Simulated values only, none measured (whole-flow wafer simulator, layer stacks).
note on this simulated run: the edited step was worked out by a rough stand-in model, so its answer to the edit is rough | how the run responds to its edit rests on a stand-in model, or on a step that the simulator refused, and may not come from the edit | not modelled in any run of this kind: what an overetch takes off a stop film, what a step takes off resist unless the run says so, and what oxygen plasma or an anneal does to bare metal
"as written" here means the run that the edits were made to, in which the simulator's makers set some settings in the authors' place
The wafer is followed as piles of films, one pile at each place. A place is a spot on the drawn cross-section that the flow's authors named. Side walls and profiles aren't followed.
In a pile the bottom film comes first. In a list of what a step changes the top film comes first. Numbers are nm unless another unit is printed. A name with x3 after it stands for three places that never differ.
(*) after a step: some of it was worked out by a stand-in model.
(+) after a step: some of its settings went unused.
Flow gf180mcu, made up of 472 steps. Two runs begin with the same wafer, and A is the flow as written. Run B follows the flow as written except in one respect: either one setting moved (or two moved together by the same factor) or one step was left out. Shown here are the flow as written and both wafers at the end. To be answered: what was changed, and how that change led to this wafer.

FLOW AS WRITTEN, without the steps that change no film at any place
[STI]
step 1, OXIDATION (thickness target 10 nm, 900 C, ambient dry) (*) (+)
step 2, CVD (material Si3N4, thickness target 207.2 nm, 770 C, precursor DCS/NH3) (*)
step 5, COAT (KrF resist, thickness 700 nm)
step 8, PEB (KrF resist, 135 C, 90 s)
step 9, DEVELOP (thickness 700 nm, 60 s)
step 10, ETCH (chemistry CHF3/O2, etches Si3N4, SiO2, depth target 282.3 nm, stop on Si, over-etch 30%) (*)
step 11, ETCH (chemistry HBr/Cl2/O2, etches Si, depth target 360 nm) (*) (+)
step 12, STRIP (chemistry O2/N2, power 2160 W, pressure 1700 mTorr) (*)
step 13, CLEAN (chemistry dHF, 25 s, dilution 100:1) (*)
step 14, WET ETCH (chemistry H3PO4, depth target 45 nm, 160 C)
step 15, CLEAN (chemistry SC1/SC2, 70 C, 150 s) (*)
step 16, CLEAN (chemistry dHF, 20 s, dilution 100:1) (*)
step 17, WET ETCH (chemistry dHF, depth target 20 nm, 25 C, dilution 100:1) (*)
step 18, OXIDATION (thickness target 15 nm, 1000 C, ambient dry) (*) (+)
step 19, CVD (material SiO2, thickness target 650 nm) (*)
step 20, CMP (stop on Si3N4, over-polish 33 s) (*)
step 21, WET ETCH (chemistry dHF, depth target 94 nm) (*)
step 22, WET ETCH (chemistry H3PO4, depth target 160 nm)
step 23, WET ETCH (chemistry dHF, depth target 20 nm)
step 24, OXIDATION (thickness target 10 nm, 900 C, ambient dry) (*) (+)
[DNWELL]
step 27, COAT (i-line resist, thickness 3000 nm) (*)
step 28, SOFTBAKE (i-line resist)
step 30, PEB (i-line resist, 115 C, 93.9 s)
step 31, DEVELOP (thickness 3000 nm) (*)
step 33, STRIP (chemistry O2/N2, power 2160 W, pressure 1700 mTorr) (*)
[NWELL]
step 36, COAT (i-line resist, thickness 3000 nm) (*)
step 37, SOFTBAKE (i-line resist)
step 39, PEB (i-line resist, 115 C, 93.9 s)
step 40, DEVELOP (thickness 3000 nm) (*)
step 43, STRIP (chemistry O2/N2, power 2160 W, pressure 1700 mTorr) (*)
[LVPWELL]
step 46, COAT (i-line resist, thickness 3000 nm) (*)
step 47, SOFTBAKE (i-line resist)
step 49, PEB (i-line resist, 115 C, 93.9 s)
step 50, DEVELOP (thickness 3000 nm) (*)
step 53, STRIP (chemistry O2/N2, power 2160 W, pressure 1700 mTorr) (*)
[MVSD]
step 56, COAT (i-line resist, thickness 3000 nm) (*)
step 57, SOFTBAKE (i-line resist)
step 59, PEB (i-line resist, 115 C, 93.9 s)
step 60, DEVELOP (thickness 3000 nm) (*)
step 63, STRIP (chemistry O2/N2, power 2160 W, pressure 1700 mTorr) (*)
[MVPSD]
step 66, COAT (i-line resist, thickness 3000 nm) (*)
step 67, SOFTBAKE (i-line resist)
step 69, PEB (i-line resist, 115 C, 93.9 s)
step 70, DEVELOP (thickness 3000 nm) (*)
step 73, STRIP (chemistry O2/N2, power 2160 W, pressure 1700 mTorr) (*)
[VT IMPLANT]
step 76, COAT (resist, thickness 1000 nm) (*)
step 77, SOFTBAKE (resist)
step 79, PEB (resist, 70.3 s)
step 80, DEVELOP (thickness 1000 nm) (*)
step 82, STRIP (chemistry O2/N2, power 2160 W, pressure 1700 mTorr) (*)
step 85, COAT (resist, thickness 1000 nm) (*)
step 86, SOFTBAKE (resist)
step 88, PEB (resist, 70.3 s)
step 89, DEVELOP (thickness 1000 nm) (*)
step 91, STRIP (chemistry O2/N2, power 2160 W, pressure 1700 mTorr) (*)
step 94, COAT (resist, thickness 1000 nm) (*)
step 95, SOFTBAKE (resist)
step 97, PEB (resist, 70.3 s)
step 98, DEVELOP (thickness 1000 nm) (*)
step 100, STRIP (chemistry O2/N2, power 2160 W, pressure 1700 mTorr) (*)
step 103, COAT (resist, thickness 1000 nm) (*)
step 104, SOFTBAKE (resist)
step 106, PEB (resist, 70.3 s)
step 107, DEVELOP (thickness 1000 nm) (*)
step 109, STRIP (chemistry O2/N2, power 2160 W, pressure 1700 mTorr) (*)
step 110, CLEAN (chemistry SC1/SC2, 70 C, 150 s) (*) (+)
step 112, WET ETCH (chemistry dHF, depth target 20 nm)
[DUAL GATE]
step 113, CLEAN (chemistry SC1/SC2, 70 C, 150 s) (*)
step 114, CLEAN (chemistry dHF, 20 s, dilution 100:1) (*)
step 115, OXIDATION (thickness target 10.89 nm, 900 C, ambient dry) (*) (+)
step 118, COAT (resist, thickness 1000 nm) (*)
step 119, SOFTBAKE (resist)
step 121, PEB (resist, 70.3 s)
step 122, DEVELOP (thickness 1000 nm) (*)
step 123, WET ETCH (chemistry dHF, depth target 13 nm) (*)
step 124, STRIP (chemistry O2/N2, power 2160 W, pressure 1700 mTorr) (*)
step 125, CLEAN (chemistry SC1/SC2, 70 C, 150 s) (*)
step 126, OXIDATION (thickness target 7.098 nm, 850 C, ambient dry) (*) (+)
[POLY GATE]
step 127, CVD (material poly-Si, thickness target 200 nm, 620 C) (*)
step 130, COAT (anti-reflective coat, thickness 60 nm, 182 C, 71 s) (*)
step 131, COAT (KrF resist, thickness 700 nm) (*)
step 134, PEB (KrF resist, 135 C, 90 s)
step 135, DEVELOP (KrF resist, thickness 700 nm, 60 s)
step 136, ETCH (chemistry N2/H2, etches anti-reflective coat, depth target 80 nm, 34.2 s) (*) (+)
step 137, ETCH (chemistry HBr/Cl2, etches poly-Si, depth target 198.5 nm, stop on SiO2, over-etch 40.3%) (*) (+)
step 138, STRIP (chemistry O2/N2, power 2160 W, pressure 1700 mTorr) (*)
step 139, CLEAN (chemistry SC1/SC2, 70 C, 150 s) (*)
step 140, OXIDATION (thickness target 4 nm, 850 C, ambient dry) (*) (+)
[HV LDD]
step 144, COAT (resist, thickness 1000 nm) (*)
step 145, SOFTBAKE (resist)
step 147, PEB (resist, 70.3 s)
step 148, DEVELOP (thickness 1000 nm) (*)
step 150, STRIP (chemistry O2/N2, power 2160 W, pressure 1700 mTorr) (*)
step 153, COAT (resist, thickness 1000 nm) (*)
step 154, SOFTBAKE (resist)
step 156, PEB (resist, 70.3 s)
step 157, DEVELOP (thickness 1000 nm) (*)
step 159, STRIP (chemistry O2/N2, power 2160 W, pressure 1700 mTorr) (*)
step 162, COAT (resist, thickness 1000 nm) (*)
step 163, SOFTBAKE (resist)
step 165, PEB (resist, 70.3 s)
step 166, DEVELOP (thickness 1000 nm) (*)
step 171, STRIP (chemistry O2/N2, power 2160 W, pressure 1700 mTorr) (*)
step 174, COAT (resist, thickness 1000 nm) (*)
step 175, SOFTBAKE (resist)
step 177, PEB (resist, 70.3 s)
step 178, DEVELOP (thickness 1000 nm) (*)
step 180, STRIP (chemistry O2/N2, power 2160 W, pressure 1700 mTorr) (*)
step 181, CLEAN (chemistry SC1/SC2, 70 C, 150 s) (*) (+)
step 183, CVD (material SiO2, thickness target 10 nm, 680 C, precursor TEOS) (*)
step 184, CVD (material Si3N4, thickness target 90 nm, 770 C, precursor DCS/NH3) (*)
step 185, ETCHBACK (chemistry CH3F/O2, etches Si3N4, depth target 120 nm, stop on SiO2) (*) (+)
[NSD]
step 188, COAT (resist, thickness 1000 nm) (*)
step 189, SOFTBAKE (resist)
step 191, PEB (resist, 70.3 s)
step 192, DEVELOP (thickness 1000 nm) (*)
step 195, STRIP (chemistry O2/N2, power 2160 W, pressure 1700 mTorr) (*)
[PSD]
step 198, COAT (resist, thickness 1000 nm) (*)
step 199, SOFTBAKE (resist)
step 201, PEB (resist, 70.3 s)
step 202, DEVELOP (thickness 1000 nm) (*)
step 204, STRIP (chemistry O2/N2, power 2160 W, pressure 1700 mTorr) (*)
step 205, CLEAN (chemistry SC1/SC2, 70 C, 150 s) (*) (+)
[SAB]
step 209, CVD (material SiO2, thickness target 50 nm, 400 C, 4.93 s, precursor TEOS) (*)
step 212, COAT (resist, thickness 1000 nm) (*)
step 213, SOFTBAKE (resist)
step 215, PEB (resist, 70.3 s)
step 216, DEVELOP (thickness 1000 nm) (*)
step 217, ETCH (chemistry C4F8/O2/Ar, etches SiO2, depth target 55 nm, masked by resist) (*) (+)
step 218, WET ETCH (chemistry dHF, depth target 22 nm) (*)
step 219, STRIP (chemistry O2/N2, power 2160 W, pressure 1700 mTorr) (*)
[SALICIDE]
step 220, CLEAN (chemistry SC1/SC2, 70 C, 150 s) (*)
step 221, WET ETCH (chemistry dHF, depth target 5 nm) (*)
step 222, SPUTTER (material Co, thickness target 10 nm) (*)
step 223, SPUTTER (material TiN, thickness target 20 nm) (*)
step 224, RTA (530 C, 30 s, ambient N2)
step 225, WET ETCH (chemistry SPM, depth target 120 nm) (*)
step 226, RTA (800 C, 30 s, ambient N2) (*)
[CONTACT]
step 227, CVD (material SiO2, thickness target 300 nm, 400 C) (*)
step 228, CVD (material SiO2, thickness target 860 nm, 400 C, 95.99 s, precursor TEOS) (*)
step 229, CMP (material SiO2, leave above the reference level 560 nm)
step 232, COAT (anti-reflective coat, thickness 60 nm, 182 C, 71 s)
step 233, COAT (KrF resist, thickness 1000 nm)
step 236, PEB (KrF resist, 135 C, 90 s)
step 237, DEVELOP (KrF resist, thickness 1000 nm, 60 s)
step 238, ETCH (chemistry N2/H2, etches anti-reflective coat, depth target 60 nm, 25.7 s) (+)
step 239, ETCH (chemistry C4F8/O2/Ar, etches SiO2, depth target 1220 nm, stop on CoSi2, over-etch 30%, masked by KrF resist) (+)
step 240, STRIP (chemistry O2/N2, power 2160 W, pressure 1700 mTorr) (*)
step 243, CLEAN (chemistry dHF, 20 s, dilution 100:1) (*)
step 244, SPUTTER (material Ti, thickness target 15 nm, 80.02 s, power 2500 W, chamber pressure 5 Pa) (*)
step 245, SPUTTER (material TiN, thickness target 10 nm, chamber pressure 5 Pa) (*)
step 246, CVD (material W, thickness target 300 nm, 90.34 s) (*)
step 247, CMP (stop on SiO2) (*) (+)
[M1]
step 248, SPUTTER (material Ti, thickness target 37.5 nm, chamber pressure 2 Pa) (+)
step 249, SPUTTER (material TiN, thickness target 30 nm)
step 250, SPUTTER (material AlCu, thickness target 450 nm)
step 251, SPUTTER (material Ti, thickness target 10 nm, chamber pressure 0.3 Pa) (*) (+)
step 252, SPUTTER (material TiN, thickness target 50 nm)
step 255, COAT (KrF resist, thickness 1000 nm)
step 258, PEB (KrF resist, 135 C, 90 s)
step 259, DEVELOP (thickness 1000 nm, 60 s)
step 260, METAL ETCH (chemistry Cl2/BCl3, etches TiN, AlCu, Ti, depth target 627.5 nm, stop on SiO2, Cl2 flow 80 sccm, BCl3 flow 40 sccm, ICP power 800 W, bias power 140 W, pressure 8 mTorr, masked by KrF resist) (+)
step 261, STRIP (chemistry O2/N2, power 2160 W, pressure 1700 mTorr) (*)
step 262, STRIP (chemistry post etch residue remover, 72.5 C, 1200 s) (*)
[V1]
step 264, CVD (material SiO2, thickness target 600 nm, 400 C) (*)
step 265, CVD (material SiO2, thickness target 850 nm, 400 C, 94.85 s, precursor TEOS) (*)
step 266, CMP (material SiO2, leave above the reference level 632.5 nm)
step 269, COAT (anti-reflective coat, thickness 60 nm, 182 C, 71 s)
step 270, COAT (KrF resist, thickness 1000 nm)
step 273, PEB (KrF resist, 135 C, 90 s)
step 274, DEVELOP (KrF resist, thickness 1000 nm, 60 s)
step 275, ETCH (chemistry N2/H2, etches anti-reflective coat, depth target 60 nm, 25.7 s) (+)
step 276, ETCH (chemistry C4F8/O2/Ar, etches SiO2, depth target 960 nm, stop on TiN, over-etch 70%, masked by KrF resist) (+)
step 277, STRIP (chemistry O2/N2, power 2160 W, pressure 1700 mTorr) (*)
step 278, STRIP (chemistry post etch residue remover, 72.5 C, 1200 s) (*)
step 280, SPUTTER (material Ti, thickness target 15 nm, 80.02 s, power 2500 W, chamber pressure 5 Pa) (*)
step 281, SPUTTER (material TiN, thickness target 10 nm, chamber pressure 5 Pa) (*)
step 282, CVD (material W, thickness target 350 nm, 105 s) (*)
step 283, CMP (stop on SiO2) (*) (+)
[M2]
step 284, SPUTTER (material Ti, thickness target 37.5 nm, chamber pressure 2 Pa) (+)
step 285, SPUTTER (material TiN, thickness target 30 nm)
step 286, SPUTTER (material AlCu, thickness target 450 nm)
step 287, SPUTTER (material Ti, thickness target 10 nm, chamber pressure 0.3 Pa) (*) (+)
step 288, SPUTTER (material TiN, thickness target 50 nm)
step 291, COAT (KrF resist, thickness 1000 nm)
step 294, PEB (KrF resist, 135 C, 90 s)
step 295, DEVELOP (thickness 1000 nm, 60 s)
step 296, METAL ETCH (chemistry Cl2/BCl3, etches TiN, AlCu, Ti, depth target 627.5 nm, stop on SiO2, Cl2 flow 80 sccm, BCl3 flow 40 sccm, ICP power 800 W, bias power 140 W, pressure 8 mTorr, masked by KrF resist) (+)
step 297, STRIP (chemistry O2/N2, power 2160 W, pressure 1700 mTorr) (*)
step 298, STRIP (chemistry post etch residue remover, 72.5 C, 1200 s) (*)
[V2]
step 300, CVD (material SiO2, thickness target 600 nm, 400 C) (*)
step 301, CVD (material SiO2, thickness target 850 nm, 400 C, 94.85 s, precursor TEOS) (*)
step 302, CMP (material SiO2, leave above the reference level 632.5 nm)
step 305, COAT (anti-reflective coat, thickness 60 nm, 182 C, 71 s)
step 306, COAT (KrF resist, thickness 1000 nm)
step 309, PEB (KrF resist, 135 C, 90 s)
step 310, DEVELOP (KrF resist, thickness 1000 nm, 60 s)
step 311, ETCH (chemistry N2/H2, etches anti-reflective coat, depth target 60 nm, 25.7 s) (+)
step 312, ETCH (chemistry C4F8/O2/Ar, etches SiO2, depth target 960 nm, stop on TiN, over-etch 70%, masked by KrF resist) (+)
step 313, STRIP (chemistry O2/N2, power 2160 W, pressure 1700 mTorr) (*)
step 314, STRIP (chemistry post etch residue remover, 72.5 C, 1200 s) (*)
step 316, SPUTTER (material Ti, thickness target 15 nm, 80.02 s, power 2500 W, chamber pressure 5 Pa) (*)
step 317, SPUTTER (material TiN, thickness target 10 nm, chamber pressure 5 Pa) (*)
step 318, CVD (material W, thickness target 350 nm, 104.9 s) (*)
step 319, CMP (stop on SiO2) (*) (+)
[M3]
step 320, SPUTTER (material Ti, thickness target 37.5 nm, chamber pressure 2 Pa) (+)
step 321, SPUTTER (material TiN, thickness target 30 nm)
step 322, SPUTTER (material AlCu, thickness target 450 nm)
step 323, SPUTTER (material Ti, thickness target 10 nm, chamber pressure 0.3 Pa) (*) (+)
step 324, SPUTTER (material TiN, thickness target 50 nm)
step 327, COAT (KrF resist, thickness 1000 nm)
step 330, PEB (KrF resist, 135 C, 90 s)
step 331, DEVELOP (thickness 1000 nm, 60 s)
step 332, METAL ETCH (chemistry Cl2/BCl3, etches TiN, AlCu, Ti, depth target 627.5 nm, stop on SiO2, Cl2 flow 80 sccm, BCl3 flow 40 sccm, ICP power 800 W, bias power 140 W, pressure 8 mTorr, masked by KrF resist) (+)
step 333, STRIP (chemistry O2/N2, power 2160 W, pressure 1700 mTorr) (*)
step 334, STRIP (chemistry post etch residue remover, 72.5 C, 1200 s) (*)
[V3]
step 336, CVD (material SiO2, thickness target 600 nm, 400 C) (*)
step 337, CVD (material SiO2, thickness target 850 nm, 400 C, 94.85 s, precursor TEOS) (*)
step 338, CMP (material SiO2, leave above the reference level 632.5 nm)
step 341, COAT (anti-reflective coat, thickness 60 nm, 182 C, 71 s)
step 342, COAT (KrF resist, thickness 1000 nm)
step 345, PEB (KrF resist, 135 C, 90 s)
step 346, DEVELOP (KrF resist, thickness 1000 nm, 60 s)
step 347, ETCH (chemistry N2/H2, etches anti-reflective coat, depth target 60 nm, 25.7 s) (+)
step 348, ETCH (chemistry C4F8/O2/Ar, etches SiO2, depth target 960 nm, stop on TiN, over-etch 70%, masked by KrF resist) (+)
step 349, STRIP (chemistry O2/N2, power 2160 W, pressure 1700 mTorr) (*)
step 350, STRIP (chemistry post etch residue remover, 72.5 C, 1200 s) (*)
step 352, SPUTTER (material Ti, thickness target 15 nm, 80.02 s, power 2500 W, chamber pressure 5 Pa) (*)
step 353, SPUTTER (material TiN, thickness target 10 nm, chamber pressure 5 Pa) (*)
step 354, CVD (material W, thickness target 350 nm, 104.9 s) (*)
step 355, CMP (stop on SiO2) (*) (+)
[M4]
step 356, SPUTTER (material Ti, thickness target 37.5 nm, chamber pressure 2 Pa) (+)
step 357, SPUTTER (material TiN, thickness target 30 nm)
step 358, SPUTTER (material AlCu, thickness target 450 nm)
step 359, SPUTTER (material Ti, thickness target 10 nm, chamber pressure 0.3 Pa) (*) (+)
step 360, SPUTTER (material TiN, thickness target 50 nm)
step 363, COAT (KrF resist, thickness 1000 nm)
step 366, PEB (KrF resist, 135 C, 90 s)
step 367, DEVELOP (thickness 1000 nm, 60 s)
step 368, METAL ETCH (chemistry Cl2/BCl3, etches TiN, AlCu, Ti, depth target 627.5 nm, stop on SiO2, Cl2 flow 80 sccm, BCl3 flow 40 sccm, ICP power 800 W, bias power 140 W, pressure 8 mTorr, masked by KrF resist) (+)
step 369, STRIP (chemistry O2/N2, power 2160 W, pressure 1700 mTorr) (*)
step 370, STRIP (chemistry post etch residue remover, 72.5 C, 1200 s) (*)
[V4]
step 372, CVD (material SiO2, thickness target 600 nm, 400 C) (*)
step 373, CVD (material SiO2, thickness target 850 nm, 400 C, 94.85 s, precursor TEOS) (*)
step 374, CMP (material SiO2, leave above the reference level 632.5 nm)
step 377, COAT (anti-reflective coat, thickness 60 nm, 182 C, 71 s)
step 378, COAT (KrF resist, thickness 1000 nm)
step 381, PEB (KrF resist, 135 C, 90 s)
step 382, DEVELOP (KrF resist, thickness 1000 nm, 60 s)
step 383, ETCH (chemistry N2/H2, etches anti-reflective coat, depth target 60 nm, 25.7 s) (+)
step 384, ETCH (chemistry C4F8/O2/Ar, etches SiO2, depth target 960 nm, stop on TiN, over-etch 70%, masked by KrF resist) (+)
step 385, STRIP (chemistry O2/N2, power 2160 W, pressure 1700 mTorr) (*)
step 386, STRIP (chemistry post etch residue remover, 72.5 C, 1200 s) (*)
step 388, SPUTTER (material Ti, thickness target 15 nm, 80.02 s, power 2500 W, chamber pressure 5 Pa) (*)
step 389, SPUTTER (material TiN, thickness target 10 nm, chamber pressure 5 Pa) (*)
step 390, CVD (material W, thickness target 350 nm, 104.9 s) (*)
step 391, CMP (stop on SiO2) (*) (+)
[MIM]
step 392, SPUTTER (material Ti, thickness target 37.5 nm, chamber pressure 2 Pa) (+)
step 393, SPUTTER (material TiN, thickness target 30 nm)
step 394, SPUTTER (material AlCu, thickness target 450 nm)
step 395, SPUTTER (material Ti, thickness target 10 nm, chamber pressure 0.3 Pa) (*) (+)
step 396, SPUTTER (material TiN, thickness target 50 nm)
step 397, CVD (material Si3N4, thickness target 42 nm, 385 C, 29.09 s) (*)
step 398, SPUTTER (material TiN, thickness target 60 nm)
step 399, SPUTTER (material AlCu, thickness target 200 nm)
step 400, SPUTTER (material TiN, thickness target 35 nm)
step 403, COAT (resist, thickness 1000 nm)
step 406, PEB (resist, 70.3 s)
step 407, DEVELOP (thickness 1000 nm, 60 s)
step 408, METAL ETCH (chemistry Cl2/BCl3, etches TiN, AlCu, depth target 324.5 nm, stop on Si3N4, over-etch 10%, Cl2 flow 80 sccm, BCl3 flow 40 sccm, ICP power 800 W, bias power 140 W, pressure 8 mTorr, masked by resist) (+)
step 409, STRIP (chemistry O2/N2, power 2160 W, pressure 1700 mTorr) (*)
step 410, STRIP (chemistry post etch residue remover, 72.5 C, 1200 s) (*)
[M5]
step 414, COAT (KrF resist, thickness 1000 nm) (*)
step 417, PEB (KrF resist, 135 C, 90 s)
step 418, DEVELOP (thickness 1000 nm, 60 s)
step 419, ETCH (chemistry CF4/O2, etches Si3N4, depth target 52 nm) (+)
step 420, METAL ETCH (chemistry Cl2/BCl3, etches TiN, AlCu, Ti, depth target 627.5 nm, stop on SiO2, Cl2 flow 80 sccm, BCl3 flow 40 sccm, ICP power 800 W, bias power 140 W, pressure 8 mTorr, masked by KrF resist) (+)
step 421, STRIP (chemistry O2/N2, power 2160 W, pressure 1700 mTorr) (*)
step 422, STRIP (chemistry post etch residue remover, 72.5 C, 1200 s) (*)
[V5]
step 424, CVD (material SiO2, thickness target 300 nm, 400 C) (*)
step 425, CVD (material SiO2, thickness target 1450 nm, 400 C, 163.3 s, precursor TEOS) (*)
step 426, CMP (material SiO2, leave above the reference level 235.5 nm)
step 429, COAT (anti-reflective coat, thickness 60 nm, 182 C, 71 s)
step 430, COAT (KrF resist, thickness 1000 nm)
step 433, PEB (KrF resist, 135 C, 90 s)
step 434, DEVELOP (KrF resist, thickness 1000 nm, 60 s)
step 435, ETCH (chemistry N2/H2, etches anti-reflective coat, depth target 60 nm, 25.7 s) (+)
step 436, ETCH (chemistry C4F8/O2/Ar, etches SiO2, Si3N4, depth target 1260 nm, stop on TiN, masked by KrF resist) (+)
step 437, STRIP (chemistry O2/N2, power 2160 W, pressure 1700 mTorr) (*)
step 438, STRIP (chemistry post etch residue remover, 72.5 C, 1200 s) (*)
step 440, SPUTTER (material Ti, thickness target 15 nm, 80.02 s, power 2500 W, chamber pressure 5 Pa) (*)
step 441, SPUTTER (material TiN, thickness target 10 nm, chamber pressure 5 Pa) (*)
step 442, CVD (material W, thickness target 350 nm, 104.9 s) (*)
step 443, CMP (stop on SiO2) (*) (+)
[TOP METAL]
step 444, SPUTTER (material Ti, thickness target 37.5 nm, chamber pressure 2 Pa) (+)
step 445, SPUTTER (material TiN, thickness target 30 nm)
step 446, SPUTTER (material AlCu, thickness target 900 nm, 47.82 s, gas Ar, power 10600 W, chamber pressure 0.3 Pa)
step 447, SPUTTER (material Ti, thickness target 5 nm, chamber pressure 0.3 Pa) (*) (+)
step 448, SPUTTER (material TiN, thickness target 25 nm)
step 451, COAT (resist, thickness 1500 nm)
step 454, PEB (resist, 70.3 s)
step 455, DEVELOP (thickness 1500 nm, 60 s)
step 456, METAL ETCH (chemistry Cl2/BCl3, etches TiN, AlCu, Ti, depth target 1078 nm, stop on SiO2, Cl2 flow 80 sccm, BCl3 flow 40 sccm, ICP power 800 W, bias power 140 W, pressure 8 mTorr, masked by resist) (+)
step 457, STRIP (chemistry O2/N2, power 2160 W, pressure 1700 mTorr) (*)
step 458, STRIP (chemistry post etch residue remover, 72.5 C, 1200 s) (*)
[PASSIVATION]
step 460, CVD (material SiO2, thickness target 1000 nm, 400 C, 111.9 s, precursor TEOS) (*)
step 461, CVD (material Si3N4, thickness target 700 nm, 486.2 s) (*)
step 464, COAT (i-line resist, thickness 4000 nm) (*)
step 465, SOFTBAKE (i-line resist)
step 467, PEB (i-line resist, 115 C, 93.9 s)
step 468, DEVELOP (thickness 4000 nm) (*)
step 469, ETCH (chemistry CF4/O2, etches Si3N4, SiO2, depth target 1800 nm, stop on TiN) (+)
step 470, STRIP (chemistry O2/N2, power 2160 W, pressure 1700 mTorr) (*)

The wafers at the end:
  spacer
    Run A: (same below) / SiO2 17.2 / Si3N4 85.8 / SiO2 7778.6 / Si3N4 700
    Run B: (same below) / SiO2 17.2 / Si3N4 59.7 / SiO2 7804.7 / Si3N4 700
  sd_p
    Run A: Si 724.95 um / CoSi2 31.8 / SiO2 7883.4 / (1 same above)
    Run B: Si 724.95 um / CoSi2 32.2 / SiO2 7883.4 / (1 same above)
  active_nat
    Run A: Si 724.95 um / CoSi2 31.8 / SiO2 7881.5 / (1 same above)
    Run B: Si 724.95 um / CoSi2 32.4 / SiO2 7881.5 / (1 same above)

The reason: step 184, CVD: thickness target 63.9 nm was run, though the flow has thickness target 90 nm.

The path from the change to this, step by step:
  step 184, CVD (material Si3N4, thickness target 90 nm, 770 C, precursor DCS/NH3) (*)
      field, field__w1, field__w2 and 101 more: A +90 Si3N4 (new film) | B +63.9 Si3N4 (new film)
  step 185, ETCHBACK (chemistry CH3F/O2, etches Si3N4, depth target 120 nm, stop on SiO2) (*) (+)
      field, field__w1, field__w2 and 93 more: A -90 Si3N4 (all of it), -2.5 SiO2 | B -63.9 Si3N4 (all of it), -4.68 SiO2
      p_well, sd_n, contact, active_nat, ld_drn_p, nplus_u, pplus_u: A -90 Si3N4 (all of it), -2.5 SiO2 | B -63.9 Si3N4 (all of it), -4.67 SiO2
  step 188, COAT (resist, thickness 1000 nm) (*)
      spacer: A +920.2 resist (new film) | B +943.9 resist (new film)
  step 189, SOFTBAKE (resist)
      field: A +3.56 resist | B -0.34 resist
      field__w7: A +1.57 resist | B +1.06 resist
      (as well as at 7 more places)
  step 192, DEVELOP (thickness 1000 nm) (*)
      spacer: A -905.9 resist (all of it) | B -929.2 resist (all of it)
  step 195, STRIP (chemistry O2/N2, power 2160 W, pressure 1700 mTorr) (*)
      field: A -1026.7 resist (all of it) | B -1006 resist (all of it)
  step 198, COAT (resist, thickness 1000 nm) (*)
      spacer: A +920.2 resist (new film) | B +943.9 resist (new film)
  step 199, SOFTBAKE (resist)
      field: A +3.56 resist | B -0.34 resist
      field__w7: A +1.57 resist | B +1.06 resist
      (as well as at 7 more places)
  step 204, STRIP (chemistry O2/N2, power 2160 W, pressure 1700 mTorr) (*)
      field: A -1026.7 resist (all of it) | B -1006 resist (all of it)
      spacer: A -905.9 resist (all of it) | B -929.2 resist (all of it)
  step 212, COAT (resist, thickness 1000 nm) (*)
      spacer: A +919.4 resist (new film) | B +943.1 resist (new film)
  step 213, SOFTBAKE (resist)
      field__w5: A +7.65 resist | B +7.04 resist
      field__w7: A +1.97 resist | B +1.44 resist
      (as well as at 4 more places)
  step 216, DEVELOP (thickness 1000 nm) (*)
      spacer: A -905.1 resist (all of it) | B -928.4 resist (all of it)
  step 218, WET ETCH (chemistry dHF, depth target 22 nm) (*)
      gate, gate_hv, gate_p and 23 more: A -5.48 SiO2 (all of it) | B -3.31 SiO2 (all of it)
      active, p_well, sd_n, iso_ptap_pw, iso_ntap_nw, iso_ptap_sub, vpnp_e: A -9.01 SiO2 (all of it) | B -6.84 SiO2 (all of it)
      (as well as at 16 more places)
  step 222, SPUTTER (material Co, thickness target 10 nm) (*)
      field__w2: A +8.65 Co (new film) | B +9.24 Co (new film)
      field__w3: A +8.06 Co (new film) | B +8.83 Co (new film)
      (as well as at 4 more places)
  step 223, SPUTTER (material TiN, thickness target 20 nm) (*)
      field__w2: A +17 TiN (new film) | B +18.2 TiN (new film)
      field__w3: A +15.7 TiN (new film) | B +17.3 TiN (new film)
      (as well as at 6 more places)
  step 224, RTA (530 C, 30 s, ambient N2)
      ld_sd_n: A under 1 film: +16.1 CoSi (new film), -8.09 Co (all of it), -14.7 Si | B under 1 film: +16.8 CoSi (new film), -8.46 Co (all of it), -15.3 Si
      ld_drn_n: A under 1 film: +17.9 CoSi (new film), -9.02 Co (all of it), -16.4 Si | B under 1 film: +18.7 CoSi (new film), -9.38 Co (all of it), -17 Si
      (as well as at 1 more place)
  ... 2 other steps ...
  step 229, CMP (material SiO2, leave above the reference level 560 nm)
      spacer: A -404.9 SiO2 | B -378.8 SiO2
